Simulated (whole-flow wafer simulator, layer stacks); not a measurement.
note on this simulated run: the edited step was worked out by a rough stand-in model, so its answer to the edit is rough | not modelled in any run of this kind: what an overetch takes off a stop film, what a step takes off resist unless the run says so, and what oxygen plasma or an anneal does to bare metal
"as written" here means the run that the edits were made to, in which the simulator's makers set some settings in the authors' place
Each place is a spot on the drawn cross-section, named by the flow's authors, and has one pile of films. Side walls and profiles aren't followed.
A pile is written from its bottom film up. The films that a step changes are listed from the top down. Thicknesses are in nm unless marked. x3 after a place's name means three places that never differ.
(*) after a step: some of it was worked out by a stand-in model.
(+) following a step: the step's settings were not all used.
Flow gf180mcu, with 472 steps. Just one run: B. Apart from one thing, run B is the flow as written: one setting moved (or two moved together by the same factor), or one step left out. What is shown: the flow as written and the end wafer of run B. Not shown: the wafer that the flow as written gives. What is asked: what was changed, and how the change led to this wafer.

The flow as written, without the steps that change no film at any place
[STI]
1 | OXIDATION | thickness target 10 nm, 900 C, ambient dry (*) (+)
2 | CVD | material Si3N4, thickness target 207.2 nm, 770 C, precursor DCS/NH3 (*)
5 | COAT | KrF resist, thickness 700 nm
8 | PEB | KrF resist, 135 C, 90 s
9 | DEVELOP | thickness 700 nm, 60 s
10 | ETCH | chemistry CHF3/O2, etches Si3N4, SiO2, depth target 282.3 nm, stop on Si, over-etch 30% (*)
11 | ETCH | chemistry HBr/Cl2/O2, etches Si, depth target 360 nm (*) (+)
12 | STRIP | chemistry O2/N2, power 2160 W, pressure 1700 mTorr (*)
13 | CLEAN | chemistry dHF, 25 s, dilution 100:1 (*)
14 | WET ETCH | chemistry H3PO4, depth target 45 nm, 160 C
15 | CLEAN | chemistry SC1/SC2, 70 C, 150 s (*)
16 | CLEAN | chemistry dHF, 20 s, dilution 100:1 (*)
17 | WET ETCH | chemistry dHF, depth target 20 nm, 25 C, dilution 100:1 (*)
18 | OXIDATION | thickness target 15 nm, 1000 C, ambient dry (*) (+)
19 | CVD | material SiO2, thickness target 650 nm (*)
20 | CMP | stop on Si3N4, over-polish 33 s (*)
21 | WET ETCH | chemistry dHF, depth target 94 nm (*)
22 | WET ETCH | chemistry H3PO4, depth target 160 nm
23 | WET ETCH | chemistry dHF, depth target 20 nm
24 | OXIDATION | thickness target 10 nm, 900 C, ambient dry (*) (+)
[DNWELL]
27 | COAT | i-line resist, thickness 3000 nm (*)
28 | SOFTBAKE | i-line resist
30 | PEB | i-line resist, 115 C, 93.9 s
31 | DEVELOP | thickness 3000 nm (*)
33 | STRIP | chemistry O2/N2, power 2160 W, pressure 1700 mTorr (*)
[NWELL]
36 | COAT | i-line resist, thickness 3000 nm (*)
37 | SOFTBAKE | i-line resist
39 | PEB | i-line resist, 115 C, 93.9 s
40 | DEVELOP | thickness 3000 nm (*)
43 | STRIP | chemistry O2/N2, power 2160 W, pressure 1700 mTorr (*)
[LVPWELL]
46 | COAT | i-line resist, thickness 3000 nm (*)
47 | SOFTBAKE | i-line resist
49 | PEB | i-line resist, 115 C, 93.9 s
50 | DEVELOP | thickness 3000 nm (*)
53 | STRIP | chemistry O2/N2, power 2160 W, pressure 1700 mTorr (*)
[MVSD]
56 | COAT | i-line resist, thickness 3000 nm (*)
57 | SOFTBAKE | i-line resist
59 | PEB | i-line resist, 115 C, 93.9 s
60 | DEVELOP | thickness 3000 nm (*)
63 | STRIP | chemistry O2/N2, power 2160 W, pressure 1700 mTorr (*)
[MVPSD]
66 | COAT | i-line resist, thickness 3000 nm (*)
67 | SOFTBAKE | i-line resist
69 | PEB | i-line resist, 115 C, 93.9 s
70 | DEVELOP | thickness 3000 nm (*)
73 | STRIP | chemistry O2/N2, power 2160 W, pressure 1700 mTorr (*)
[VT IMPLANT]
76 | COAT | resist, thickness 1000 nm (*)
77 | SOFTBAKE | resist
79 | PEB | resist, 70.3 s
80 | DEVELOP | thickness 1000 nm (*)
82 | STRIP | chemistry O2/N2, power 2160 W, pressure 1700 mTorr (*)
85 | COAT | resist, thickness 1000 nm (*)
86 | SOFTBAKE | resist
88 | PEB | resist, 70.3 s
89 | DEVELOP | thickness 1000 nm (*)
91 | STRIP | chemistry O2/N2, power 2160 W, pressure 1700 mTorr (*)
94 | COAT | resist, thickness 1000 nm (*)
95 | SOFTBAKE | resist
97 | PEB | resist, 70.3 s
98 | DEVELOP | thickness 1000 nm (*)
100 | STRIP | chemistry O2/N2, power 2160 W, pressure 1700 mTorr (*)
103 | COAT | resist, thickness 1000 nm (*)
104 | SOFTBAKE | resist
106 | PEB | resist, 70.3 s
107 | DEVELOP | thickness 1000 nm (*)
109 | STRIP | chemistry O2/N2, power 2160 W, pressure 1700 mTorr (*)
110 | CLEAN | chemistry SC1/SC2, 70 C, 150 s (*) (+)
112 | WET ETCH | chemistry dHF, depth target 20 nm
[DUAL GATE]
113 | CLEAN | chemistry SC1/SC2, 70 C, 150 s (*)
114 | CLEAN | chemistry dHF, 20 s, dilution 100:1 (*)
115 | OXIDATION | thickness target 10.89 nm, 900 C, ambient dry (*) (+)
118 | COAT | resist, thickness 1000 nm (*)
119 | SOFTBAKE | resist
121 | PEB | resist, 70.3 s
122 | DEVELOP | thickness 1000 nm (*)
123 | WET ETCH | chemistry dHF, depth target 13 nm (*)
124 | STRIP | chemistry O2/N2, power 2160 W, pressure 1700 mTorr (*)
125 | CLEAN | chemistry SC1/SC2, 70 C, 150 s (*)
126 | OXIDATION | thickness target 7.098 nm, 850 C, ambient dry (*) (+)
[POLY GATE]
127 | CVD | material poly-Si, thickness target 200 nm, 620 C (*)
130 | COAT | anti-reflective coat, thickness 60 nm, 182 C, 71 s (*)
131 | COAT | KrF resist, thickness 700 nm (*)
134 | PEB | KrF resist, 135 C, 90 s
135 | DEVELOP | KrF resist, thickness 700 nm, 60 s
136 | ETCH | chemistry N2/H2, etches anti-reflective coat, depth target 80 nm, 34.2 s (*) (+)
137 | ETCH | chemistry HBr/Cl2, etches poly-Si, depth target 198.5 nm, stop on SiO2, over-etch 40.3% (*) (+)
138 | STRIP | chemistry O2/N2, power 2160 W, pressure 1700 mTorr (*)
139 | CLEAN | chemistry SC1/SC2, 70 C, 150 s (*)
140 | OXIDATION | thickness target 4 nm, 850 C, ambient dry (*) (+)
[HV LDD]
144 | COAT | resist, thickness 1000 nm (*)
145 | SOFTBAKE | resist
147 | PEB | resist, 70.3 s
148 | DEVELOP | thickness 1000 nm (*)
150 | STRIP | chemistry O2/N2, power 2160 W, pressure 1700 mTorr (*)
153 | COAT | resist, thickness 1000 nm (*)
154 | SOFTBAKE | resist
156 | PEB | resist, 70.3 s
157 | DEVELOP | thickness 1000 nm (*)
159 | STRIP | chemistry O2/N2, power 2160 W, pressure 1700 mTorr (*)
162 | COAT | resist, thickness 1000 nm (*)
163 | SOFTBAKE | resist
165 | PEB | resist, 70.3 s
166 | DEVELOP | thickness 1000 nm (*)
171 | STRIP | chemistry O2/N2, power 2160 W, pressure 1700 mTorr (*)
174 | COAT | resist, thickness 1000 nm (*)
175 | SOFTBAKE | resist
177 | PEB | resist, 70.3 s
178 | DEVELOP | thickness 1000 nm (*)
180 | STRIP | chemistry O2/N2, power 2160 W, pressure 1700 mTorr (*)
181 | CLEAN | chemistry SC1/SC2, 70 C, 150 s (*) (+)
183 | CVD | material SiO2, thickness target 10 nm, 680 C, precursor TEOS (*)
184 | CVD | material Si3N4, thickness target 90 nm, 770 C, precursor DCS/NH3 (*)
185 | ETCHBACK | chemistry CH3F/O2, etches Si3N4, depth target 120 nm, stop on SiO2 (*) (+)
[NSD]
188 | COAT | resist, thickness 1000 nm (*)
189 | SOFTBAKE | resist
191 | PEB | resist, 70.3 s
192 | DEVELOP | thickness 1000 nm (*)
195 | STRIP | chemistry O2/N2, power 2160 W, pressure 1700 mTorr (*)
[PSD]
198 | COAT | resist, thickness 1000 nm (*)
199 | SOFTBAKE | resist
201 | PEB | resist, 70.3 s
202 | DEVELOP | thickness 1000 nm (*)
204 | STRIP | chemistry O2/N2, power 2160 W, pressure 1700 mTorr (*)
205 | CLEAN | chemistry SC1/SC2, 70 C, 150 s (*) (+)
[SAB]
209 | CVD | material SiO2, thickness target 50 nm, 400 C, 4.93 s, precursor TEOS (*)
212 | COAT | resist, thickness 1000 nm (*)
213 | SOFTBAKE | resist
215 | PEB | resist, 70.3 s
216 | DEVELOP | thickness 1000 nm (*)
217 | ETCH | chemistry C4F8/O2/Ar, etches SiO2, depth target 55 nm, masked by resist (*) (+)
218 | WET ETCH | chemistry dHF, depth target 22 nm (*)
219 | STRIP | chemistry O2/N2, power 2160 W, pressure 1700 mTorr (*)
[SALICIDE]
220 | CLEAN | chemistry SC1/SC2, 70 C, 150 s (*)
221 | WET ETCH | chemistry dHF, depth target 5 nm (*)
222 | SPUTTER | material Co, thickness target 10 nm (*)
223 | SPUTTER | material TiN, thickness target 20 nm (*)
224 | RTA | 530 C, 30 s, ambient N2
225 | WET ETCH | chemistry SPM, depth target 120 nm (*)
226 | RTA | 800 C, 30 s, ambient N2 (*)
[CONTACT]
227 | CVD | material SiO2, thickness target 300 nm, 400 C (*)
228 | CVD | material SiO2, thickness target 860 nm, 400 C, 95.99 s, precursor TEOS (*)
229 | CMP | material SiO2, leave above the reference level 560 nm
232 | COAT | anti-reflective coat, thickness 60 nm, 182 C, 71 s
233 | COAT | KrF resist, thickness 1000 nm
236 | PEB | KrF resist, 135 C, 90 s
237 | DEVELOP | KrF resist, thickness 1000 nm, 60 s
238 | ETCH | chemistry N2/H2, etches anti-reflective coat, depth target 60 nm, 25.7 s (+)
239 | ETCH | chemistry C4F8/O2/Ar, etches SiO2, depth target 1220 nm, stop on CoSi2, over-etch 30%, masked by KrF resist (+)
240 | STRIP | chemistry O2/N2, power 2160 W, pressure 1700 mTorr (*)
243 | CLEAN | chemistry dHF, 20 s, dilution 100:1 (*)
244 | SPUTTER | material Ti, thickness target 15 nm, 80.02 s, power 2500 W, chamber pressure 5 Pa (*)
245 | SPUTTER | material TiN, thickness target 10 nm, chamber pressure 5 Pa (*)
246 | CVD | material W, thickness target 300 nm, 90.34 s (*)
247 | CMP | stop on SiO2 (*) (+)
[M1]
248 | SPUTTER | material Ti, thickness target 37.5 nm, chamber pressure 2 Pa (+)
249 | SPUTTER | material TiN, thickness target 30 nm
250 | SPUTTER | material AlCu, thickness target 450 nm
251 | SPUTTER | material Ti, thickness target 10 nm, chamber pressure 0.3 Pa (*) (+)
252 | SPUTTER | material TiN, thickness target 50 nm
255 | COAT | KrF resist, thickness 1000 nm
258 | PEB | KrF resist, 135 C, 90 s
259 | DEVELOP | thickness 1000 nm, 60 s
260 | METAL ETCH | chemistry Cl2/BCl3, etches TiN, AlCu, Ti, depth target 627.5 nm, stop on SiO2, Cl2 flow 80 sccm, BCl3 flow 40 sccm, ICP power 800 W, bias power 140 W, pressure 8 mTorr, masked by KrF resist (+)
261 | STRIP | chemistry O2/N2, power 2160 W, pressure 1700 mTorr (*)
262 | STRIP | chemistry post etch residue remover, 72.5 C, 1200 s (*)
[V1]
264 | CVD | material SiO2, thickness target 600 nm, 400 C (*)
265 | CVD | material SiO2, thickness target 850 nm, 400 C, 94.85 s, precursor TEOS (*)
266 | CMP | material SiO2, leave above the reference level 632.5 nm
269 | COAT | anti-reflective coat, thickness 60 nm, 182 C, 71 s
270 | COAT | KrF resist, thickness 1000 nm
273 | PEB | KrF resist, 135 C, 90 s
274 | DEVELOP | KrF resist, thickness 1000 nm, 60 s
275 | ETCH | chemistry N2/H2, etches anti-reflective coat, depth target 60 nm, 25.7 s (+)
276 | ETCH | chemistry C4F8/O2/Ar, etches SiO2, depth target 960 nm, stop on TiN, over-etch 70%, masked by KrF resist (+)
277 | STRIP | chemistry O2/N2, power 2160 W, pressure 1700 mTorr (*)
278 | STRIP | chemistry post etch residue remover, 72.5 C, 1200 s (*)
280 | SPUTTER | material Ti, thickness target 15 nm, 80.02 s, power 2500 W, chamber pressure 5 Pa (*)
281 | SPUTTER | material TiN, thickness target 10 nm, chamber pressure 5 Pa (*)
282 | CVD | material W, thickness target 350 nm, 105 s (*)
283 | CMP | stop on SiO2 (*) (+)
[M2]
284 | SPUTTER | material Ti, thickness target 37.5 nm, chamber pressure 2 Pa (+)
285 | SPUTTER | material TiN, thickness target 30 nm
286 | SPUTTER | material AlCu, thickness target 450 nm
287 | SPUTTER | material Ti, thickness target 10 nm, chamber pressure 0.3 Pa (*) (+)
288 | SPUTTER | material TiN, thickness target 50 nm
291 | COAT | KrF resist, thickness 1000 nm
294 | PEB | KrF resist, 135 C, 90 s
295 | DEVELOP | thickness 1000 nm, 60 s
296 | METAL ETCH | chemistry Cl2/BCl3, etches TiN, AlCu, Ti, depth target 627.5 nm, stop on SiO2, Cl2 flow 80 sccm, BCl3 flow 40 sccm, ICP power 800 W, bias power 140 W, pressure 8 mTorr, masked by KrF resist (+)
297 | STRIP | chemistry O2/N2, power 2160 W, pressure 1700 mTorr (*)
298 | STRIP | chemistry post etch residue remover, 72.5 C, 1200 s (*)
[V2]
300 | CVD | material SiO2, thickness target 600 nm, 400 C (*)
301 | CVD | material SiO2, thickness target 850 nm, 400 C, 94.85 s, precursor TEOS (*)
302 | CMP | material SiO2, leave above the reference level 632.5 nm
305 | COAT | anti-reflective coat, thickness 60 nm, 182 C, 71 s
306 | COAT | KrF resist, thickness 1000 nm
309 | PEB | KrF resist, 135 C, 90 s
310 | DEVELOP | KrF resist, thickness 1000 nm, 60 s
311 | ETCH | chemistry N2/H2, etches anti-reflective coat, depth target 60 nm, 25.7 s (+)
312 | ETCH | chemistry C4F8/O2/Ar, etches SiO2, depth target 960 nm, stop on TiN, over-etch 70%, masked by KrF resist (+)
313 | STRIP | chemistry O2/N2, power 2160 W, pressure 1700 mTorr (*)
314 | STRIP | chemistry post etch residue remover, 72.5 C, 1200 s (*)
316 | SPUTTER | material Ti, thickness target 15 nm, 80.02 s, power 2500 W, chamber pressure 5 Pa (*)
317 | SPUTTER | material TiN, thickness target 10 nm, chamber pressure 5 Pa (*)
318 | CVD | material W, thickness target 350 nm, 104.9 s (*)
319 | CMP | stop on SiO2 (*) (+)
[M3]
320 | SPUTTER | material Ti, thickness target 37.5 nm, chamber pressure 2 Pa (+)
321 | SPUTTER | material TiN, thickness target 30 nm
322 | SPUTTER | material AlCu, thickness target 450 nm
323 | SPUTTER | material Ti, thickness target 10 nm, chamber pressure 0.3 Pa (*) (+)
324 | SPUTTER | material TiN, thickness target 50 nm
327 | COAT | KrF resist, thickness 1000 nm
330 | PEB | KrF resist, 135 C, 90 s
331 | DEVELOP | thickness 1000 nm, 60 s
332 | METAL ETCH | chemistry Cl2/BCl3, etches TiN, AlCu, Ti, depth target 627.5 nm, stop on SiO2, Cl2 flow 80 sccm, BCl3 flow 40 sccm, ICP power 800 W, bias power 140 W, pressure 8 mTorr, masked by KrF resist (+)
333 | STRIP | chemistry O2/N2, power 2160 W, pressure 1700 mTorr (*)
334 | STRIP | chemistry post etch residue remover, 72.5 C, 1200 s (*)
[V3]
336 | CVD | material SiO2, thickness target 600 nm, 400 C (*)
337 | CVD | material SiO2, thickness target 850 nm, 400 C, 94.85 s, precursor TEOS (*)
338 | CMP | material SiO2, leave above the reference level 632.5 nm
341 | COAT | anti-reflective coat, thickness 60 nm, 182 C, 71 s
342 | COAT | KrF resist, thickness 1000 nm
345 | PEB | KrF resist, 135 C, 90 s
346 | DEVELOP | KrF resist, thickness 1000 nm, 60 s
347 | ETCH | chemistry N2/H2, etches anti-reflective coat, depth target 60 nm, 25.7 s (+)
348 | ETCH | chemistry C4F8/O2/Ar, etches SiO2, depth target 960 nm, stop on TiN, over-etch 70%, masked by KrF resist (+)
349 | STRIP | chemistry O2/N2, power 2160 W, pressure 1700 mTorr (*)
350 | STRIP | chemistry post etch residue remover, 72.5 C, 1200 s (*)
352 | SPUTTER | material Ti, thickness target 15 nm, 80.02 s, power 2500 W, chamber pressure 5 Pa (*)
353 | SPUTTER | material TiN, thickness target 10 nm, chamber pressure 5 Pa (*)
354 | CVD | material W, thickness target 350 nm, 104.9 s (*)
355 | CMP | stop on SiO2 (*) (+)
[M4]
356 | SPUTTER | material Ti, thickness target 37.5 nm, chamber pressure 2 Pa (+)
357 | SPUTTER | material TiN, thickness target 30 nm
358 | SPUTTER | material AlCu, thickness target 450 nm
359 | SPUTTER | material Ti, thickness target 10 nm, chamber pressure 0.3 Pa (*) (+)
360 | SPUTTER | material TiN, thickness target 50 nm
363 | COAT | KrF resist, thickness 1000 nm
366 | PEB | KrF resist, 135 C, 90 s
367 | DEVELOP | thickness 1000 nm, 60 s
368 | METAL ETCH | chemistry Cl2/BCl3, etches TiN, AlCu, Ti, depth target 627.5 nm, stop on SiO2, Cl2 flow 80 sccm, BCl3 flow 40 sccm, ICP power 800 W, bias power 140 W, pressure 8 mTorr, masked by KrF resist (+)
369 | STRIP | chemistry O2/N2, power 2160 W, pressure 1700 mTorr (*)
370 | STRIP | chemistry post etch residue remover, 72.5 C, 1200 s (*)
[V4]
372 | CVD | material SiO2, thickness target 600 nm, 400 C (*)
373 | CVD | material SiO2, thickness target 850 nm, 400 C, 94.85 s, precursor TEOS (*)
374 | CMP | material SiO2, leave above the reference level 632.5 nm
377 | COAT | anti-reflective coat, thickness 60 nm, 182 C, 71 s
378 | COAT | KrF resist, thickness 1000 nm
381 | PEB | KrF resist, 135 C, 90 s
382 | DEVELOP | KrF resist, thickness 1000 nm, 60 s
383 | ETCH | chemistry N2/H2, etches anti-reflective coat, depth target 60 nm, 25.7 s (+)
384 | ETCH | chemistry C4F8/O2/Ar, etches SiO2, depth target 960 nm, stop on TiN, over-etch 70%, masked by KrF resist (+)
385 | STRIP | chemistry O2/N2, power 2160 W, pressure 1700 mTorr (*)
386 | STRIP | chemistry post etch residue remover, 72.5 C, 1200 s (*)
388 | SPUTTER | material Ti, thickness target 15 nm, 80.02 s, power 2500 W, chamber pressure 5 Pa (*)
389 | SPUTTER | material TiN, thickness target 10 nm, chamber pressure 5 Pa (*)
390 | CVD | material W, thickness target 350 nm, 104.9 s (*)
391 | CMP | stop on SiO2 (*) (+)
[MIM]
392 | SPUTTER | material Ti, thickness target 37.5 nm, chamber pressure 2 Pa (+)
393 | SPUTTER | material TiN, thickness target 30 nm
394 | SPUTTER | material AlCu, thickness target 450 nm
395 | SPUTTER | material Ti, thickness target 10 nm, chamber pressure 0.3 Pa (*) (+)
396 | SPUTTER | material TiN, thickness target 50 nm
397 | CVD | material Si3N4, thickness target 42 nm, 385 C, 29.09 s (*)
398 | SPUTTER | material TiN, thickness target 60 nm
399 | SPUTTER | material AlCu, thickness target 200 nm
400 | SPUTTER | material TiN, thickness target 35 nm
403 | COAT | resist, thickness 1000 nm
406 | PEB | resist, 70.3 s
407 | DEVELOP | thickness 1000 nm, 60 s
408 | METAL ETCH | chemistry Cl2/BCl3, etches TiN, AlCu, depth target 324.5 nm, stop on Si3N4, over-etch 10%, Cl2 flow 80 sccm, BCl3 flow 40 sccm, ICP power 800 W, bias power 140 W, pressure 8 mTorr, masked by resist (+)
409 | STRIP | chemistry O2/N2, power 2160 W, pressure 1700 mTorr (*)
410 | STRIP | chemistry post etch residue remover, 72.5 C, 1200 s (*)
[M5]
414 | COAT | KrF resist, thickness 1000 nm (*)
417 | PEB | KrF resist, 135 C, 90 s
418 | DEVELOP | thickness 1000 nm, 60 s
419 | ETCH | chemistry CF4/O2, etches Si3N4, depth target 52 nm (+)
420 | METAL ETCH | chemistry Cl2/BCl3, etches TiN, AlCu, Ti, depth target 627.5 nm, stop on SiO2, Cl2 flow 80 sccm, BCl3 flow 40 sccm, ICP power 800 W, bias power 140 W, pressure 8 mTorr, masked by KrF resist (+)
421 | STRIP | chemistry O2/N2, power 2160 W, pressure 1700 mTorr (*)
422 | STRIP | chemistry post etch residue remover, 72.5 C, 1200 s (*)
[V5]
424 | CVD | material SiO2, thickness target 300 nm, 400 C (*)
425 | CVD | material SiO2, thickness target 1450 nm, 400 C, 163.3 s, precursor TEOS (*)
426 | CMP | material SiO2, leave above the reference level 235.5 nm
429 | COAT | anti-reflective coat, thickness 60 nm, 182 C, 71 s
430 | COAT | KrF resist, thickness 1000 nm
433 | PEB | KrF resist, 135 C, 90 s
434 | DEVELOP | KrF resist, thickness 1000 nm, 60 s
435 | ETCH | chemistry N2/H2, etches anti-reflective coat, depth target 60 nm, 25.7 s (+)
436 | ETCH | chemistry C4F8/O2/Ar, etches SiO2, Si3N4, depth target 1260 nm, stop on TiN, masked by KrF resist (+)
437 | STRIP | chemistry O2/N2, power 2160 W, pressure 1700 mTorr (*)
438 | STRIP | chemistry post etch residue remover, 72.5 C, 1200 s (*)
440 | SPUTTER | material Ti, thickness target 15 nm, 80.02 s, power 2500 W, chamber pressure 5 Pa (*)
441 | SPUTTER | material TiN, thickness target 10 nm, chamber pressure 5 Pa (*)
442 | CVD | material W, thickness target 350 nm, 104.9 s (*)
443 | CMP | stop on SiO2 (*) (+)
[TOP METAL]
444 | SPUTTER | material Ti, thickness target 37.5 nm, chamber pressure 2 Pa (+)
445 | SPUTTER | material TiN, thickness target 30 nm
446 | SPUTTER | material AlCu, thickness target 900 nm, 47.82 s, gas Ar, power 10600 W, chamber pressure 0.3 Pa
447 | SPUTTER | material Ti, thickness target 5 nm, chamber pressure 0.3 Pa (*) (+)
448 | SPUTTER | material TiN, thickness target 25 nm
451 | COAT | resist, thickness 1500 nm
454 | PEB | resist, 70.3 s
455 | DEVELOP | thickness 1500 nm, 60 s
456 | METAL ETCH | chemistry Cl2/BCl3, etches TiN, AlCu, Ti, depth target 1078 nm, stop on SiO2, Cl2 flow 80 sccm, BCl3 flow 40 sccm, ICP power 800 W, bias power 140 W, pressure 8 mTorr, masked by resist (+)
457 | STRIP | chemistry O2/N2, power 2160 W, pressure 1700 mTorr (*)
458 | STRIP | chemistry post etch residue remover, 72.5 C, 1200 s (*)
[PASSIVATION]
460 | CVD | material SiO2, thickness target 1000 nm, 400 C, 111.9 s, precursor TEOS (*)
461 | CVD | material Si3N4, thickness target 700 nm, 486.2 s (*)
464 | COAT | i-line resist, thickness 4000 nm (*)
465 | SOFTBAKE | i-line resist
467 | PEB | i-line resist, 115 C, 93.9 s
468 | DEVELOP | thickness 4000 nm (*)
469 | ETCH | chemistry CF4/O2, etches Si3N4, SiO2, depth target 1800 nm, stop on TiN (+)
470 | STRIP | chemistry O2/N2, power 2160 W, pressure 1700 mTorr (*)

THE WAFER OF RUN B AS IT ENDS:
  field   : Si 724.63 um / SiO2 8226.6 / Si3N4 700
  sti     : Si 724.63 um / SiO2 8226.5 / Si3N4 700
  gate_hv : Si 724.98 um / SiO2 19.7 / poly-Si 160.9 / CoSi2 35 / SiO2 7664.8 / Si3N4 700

Cause: step 115, OXIDATION: thickness target 16.87 nm was run, whereas the flow has thickness target 10.89 nm.

How this came from the change, step by step:
  115 | OXIDATION | thickness target 10.89 nm, 900 C, ambient dry (*) (+)
      active, n_well, p_well and 40 more: +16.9 SiO2 (new film), -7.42 Si (as written it would have been: +10.9 SiO2 (new film), -4.79 Si)
      sti, mim_1p0, pad and 19 more: +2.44 SiO2, -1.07 Si (as written it would have been: +1.22 SiO2, -0.54 Si)
      (as well as at 27 more places)
  123 | WET ETCH | chemistry dHF, depth target 13 nm (*)
      active, n_well, p_well and 12 more: -13 SiO2 (as written it would have been: -10.9 SiO2 (all of it))
  124 | STRIP | chemistry O2/N2, power 2160 W, pressure 1700 mTorr (*)
      active, n_well, p_well and 12 more: nothing (as written it would have been: +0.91 chemical SiO2 (new film), -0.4 Si)
  126 | OXIDATION | thickness target 7.098 nm, 850 C, ambient dry (*) (+)
      active, n_well, p_well and 12 more: +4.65 SiO2, -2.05 Si (as written it would have been: +7.1 SiO2 (new film), -0.76 chemical SiO2 (all of it), -2.79 Si)
      gate_hv, active_hv, active_nat and 25 more: +3.19 SiO2, -1.4 Si (as written it would have been: +3.72 SiO2, -1.64 Si)
  130 | COAT | anti-reflective coat, thickness 60 nm, 182 C, 71 s (*)
      p_well, spacer, sd_n: +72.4 anti-reflective coat (new film) (as written it would have been: +70.9 anti-reflective coat (new film))
      ldn_fp, ldp_fp: +49.7 anti-reflective coat (new film) (as written it would have been: +48.5 anti-reflective coat (new film))
      (as well as at 11 more places)
  136 | ETCH | chemistry N2/H2, etches anti-reflective coat, depth target 80 nm, 34.2 s (*) (+)
      p_well, spacer, sd_n: -72.4 anti-reflective coat (all of it), -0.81 poly-Si (as written it would have been: -70.9 anti-reflective coat (all of it), -0.85 poly-Si)
      ldn_dft, ldp_dft: -49.9 anti-reflective coat (all of it), -1.39 poly-Si (as written it would have been: -48.7 anti-reflective coat (all of it), -1.42 poly-Si)
      (as well as at 6 more places)
  138 | STRIP | chemistry O2/N2, power 2160 W, pressure 1700 mTorr (*)
      ld_fp_n: +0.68 chemical SiO2 (new film), -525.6 KrF resist (all of it), -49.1 anti-reflective coat (all of it), -0.3 poly-Si (as written it would have been: +0.68 chemical SiO2 (new film), -525.6 KrF resist (all of it), -48.1 anti-reflective coat (all of it), -0.3 poly-Si)
      ld_fp_p: +0.68 chemical SiO2 (new film), -525.9 KrF resist (all of it), -49.2 anti-reflective coat (all of it), -0.3 poly-Si (as written it would have been: +0.68 chemical SiO2 (new film), -526.2 KrF resist (all of it), -47.8 anti-reflective coat (all of it), -0.3 poly-Si)
      (as well as at 3 more places)
  189 | SOFTBAKE | resist
      field__w9: -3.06 resist (as written it would have been: +6.92 resist)
      active_nat: +9.35 resist (as written it would have been: +5.49 resist)
  199 | SOFTBAKE | resist
      field__w9: -3.06 resist (as written it would have been: +6.92 resist)
      active_nat: +9.35 resist (as written it would have been: +5.49 resist)
  218 | WET ETCH | chemistry dHF, depth target 22 nm (*)
      active, p_well, sd_n, iso_ptap_pw, iso_ntap_nw, iso_ptap_sub, vpnp_e: -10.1 SiO2 (all of it) (as written it would have been: -9.01 SiO2 (all of it))
      ldn_tap, ldn_src, ldn_drn, ldp_tap, ldp_src, ldp_drn, ldp_gr: -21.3 SiO2 (all of it) (as written it would have been: -16 SiO2 (all of it))
      (as well as at 9 more places)
